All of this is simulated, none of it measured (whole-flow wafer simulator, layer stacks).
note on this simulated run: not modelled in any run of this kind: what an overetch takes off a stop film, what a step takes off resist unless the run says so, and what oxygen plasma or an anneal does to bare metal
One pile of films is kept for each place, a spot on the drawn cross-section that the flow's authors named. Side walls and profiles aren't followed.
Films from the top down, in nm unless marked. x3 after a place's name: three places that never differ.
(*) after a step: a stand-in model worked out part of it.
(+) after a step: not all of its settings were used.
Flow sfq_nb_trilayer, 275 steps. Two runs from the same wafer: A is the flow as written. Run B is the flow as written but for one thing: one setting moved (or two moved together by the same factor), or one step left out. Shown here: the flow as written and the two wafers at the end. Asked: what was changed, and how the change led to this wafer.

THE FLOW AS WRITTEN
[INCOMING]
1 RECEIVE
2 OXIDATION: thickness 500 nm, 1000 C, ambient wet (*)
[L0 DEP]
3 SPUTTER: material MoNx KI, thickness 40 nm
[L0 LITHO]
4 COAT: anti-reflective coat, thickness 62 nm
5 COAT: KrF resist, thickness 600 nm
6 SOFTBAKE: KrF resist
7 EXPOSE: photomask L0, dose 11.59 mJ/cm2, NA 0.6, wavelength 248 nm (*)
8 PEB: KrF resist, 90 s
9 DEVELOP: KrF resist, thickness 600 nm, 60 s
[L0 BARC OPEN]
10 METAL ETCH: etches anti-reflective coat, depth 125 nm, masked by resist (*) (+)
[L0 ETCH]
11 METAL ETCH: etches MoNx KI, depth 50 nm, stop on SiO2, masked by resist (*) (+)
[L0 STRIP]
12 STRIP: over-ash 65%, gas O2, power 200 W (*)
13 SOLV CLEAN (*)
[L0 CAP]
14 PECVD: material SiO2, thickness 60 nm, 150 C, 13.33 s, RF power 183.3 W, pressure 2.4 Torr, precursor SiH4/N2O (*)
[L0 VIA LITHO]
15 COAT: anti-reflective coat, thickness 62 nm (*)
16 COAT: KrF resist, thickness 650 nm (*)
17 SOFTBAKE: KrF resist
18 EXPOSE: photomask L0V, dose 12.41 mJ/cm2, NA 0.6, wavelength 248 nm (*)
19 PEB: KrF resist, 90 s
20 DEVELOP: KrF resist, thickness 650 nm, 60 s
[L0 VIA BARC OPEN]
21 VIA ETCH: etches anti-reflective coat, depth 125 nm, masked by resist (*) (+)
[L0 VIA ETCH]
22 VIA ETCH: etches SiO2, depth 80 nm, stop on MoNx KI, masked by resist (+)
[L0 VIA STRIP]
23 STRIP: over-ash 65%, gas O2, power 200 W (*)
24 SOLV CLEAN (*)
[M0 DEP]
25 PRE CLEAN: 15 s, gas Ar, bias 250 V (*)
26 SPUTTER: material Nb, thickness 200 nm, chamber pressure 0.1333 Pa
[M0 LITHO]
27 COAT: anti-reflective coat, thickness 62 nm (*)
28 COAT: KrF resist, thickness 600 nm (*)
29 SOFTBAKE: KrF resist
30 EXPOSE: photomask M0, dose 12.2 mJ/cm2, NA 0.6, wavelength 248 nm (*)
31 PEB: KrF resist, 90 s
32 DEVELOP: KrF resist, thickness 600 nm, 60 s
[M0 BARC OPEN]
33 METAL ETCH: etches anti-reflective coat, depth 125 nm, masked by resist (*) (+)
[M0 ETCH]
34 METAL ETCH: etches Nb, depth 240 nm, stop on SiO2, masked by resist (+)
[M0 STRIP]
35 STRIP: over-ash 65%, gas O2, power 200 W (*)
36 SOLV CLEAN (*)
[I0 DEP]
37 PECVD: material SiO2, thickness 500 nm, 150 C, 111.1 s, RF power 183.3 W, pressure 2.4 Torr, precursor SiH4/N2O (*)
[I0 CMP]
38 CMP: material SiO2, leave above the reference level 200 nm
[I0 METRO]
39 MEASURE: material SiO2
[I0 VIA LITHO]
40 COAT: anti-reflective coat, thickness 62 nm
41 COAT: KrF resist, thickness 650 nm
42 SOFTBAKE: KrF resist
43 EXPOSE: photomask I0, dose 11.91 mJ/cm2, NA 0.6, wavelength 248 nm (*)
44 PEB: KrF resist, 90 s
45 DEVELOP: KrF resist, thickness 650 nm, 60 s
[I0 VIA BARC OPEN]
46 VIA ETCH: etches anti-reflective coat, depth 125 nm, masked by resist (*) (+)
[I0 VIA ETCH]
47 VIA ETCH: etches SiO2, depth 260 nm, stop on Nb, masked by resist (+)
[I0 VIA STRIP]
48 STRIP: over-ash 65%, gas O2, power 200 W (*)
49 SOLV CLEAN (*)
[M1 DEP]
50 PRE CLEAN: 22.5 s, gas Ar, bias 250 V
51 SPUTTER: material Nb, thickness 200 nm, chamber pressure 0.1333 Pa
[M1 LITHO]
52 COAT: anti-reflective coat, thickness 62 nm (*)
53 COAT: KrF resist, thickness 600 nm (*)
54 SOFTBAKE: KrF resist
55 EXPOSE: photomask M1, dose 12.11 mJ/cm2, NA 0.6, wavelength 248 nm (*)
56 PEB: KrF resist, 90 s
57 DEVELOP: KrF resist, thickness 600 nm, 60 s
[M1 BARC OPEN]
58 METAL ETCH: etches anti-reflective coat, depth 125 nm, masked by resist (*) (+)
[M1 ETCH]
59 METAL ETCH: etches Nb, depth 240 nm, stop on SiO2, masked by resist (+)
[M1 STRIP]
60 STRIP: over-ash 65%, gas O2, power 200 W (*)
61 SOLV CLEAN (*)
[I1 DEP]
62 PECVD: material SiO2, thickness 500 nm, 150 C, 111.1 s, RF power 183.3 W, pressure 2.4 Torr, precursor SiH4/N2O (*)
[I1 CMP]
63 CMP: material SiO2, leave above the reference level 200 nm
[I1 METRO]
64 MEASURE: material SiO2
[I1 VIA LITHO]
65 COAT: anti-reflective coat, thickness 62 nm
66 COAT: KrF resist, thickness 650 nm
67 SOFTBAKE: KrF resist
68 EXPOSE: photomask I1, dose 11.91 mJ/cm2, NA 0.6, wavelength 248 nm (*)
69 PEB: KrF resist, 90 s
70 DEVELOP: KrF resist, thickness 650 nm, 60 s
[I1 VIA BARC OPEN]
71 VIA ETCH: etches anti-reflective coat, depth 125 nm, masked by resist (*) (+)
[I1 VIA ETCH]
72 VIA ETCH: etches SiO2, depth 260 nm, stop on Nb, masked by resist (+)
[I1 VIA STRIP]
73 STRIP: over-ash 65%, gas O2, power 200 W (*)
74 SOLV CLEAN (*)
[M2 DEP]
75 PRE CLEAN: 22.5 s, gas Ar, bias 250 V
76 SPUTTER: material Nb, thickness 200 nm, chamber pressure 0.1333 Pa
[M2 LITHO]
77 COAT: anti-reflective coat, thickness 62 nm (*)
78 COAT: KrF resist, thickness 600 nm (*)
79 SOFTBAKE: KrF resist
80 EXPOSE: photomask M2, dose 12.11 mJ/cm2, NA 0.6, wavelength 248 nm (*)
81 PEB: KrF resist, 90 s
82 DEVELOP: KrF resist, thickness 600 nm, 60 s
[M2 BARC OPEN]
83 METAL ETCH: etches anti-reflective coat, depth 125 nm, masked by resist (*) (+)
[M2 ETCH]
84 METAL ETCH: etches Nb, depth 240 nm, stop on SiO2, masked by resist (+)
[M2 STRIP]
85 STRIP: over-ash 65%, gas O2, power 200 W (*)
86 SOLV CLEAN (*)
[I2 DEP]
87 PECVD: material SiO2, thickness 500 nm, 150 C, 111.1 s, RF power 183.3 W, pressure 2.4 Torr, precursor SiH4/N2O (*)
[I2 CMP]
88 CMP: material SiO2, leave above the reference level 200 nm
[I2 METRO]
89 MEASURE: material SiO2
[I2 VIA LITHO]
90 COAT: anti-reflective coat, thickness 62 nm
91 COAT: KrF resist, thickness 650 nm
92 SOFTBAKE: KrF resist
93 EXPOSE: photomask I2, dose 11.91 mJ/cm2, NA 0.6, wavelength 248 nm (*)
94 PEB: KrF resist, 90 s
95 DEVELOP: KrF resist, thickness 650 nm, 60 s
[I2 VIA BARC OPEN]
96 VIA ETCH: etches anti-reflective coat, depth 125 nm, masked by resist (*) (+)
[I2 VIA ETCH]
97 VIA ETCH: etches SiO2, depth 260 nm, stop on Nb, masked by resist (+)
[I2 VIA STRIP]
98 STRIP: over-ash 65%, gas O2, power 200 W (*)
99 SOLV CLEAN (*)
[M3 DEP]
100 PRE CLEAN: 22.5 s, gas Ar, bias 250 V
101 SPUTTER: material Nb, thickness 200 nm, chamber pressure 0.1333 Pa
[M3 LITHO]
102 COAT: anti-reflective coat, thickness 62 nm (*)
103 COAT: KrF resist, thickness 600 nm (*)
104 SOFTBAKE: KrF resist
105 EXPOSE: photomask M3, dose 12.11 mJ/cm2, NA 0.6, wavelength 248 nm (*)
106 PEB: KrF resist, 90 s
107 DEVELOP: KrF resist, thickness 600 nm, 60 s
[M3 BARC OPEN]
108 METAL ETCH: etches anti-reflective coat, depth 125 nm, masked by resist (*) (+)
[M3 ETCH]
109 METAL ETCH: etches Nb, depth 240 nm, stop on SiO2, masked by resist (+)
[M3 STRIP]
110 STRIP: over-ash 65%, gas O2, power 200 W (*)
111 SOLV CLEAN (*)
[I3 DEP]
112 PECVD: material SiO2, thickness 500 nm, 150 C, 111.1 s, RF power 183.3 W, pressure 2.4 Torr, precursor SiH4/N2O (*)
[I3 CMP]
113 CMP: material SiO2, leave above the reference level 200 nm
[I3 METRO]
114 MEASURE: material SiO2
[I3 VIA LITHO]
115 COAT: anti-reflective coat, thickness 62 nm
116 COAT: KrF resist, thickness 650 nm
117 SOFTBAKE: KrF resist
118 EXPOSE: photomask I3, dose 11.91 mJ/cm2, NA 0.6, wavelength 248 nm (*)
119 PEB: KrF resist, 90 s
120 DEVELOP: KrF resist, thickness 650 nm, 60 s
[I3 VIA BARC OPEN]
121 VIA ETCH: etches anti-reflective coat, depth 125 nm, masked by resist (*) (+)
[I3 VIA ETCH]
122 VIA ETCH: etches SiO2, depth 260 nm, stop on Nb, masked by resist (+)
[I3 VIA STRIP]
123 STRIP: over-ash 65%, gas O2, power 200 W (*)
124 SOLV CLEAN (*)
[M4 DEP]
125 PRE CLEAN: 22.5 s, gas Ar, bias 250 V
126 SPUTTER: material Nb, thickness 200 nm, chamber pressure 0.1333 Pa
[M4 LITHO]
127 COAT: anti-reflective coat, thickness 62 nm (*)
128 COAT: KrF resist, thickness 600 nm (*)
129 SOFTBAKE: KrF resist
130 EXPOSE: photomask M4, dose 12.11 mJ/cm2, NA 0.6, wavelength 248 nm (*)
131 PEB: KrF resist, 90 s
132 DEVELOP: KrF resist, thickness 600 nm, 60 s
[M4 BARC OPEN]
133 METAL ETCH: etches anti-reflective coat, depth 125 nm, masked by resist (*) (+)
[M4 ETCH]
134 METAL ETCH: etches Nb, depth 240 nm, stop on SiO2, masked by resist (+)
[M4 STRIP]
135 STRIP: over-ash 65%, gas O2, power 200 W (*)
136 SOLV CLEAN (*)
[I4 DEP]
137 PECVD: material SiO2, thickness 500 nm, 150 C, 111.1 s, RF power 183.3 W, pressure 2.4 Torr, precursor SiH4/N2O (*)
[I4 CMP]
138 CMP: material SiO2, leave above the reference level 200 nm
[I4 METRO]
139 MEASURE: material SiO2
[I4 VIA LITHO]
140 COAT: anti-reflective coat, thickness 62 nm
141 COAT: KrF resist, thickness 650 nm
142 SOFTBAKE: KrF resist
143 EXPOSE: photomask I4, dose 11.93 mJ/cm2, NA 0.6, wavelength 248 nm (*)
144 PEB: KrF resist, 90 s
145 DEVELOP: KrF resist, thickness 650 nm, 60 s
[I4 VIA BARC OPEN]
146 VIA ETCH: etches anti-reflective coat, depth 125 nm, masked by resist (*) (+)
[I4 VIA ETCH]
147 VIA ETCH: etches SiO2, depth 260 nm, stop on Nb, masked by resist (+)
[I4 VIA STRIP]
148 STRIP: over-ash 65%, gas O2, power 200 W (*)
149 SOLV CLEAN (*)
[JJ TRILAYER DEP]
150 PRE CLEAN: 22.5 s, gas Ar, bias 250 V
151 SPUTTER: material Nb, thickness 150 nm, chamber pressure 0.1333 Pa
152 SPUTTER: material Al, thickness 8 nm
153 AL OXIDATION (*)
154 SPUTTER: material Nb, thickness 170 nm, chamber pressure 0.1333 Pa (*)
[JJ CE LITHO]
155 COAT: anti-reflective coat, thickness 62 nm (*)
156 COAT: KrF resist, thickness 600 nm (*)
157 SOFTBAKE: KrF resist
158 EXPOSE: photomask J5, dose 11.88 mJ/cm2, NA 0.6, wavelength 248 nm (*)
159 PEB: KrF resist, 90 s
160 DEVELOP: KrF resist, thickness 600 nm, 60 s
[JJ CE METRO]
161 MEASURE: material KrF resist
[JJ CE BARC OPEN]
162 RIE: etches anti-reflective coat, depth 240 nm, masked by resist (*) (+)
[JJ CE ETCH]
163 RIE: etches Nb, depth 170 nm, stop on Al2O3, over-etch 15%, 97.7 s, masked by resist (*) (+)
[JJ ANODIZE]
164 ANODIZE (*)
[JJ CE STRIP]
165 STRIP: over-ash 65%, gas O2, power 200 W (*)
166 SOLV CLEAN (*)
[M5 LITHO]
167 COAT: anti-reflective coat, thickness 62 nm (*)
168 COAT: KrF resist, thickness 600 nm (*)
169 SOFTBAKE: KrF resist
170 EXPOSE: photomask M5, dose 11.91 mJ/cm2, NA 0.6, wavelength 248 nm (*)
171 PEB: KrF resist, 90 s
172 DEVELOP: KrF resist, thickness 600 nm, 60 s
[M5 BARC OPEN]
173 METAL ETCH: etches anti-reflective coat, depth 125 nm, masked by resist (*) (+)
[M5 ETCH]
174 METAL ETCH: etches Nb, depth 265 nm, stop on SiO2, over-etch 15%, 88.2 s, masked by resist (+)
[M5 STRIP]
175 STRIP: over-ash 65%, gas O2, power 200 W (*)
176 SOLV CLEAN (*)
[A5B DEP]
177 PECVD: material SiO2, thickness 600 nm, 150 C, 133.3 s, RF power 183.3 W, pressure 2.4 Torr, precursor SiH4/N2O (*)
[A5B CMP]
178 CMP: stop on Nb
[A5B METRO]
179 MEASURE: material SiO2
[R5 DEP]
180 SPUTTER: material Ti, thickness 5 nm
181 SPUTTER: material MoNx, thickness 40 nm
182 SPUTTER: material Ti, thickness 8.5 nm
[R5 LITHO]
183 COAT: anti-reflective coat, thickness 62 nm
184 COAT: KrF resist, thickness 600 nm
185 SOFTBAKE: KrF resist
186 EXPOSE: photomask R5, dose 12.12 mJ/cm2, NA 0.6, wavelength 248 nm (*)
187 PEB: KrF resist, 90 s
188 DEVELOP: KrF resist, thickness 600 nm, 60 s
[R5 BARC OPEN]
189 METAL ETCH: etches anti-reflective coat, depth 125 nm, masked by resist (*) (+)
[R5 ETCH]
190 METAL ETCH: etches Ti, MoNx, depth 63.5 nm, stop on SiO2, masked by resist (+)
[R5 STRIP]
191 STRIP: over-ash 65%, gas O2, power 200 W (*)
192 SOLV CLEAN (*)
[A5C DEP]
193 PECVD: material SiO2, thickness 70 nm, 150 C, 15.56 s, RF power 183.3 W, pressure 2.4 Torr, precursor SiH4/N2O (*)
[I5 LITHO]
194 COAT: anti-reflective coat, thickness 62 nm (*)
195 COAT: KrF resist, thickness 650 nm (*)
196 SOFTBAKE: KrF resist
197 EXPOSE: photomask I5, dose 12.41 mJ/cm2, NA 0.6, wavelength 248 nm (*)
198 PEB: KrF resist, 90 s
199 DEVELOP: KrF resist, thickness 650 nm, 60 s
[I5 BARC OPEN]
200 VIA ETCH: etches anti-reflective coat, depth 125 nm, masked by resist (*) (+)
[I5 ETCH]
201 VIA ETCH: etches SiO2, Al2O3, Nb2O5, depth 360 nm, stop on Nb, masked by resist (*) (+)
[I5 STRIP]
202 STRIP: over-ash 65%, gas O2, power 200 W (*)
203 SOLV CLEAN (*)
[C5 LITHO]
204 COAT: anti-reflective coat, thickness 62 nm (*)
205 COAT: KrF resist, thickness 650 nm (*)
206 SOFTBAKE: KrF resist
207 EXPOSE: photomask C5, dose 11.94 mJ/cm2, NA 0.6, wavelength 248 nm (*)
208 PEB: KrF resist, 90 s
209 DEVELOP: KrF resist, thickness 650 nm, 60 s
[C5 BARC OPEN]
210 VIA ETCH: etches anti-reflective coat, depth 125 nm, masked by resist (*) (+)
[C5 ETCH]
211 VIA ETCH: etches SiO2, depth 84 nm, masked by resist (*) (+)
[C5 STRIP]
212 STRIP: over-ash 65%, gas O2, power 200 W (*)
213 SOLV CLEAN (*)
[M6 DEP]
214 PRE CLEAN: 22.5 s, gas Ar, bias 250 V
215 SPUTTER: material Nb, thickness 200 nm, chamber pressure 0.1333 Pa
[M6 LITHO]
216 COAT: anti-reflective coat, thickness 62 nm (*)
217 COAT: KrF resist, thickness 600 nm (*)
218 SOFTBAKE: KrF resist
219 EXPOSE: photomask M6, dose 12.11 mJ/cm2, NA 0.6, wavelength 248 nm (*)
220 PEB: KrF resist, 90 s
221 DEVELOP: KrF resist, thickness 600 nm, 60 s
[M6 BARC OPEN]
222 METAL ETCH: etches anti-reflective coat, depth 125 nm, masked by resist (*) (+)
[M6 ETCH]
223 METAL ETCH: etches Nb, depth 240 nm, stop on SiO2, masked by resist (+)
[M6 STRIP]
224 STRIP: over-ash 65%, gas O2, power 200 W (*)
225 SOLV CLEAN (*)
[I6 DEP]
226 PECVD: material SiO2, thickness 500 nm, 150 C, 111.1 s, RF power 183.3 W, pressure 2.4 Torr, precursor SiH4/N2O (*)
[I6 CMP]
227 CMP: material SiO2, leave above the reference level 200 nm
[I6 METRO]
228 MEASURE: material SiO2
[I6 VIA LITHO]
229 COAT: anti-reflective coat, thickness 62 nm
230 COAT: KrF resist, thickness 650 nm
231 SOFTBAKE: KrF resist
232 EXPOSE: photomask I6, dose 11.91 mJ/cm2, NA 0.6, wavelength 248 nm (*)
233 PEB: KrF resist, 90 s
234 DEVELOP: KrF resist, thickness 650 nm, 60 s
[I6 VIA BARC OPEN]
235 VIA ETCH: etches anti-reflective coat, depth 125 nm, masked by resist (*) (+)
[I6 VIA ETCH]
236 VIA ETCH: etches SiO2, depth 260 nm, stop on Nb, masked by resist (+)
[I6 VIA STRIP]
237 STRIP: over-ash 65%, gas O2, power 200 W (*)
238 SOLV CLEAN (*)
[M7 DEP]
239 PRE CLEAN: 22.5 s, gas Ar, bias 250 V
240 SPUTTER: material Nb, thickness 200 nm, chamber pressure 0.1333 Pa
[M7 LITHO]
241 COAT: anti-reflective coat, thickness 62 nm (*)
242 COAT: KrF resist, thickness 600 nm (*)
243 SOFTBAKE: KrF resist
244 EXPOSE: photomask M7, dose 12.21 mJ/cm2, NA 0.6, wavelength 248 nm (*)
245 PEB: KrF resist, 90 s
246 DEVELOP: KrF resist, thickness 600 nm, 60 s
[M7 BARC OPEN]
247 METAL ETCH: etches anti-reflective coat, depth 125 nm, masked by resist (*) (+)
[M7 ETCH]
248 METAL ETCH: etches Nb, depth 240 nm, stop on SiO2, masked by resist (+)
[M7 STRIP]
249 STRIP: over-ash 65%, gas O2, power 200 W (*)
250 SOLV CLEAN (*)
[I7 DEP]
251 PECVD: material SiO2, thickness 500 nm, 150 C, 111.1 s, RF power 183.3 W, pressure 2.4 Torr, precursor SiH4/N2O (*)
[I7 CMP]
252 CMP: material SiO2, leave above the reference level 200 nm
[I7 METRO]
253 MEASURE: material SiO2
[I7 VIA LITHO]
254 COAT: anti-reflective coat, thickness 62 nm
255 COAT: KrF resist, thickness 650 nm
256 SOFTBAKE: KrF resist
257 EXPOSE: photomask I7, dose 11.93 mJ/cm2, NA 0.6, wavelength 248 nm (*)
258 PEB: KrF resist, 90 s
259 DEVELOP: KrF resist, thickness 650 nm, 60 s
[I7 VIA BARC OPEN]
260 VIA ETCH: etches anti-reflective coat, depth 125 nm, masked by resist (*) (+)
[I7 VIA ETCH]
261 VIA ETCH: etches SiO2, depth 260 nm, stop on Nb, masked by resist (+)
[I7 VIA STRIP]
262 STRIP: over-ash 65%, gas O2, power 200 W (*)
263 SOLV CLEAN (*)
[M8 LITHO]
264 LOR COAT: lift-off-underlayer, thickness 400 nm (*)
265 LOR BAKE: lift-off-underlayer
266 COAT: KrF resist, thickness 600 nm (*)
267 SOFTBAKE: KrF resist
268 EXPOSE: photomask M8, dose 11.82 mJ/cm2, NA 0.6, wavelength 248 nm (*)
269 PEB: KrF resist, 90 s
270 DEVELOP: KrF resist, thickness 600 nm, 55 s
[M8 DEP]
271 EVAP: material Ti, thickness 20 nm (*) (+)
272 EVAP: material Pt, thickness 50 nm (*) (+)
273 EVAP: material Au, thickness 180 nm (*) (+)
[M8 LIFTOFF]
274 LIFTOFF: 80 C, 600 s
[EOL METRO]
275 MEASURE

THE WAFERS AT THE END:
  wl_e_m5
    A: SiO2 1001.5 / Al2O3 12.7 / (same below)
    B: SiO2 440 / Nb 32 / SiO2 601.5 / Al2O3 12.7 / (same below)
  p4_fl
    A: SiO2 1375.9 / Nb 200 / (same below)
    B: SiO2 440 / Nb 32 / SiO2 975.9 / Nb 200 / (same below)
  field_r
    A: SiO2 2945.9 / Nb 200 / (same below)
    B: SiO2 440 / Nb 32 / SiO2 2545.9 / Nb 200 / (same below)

The cause: step 240, SPUTTER: thickness 272 nm was run, where the flow has thickness 200 nm.

How the change led to this, step by step:
  240 SPUTTER: material Nb, thickness 200 nm, chamber pressure 0.1333 Pa
      field_l, v_sur, via_wl and 102 more: A Nb +200 (new film) | B Nb +272 (new film)
      via_v: A Nb +161.1 | B Nb +219.5
  248 METAL ETCH: etches Nb, depth 240 nm, stop on SiO2, masked by resist (+)
      field_l, field_r, lsp_l and 62 more: A Nb -200 (all of it) | B Nb -240
  251 PECVD: material SiO2, thickness 500 nm, 150 C, 111.1 s, RF power 183.3 W, pressure 2.4 Torr, precursor SiH4/N2O (*)
      field_l, p4_fl, p4_fm and 56 more: A SiO2 +500 | B SiO2 +500 (new film)
      field_r, lsp_l: A SiO2 +477.7 | B SiO2 +473.2 (new film)
      (and at 5 more places)
  252 CMP: material SiO2, leave above the reference level 200 nm
      field_l, p4_fl, p4_fm and 56 more: A SiO2 -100 | B SiO2 -60
      field_r, lsp_l: A SiO2 -77.7 | B SiO2 -33.2
      (and at 3 more places)
Counting metal films that touch as one body, wl_e_m5 has 7 bodies (between them, from the top down: SiO2 601.5 / Al2O3 12.7 / Nb2O5 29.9; SiO2 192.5; SiO2 192.5; SiO2 192.5; SiO2 192.5; SiO2 192.5); the flow as written gives 6 bodies (between them, from the top down: SiO2 192.5; SiO2 192.5; SiO2 192.5; SiO2 192.5; SiO2 192.5).
Counting metal films that touch as one body, p4_fl has 3 bodies (between them, from the top down: SiO2 975.9; SiO2 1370); the flow as written gives 2 bodies (between them, from the top down: SiO2 1370).
Counting metal films that touch as one body, field_r has 2 bodies (between them, from the top down: SiO2 2545.9); the flow as written gives 1 body.
